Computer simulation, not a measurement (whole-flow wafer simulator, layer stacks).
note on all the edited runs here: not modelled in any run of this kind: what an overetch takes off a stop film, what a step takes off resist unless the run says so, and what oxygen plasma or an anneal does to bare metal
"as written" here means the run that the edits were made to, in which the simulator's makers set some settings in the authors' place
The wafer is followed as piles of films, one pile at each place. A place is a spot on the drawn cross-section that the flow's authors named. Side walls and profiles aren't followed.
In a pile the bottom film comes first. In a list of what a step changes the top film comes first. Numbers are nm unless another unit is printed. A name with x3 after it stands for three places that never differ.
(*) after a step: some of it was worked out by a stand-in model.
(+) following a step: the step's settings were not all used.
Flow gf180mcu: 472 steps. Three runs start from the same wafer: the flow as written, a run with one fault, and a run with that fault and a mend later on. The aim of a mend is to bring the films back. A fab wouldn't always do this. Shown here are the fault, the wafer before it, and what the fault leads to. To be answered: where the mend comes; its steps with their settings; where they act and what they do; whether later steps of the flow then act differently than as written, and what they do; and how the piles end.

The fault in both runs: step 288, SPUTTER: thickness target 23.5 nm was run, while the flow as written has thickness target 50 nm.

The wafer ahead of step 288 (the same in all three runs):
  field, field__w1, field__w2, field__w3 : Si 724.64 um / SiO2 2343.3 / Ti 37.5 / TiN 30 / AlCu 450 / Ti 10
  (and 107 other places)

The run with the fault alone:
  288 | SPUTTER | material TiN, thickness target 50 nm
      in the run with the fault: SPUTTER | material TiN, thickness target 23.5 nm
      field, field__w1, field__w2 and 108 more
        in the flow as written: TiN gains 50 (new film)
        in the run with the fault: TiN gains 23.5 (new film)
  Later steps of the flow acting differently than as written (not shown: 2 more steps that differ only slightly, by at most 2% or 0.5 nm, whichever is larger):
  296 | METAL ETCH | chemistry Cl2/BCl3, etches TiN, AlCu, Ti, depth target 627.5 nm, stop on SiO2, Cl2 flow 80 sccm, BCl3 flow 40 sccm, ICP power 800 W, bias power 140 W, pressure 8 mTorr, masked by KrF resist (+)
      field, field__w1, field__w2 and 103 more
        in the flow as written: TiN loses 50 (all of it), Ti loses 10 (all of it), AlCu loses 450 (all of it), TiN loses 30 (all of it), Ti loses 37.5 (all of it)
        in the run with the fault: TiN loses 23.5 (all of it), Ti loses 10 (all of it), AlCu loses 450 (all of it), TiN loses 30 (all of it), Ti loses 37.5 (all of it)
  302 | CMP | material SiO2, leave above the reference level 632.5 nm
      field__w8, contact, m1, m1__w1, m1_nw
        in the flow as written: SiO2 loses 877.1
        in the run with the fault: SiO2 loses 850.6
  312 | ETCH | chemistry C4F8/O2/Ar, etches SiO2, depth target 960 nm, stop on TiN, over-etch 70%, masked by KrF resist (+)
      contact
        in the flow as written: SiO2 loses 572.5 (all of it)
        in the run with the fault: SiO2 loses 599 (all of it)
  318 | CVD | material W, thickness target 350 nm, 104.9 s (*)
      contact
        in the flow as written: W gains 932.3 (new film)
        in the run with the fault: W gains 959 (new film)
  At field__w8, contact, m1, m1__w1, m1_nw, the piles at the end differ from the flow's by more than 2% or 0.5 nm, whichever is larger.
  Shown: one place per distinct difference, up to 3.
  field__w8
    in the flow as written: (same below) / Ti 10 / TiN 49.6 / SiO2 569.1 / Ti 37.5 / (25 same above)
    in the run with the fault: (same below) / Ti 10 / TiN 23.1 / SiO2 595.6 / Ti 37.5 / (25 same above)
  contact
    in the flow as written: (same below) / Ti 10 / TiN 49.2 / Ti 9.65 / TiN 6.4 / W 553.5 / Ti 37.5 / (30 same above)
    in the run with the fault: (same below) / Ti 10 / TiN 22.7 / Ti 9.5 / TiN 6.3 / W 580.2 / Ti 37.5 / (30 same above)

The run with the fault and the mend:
  The mend stands after step 288.
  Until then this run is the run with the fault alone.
  288a | SPUTTER | material TiN, thickness target 26.5 nm (the flow's step 288, run once more with other settings)
      field, field__w1, field__w2 and 108 more
        TiN gains 26.5
  Later steps of the flow that are run all act as written at every place that is followed.
  The piles end the same as the flow's at every place that both follow.
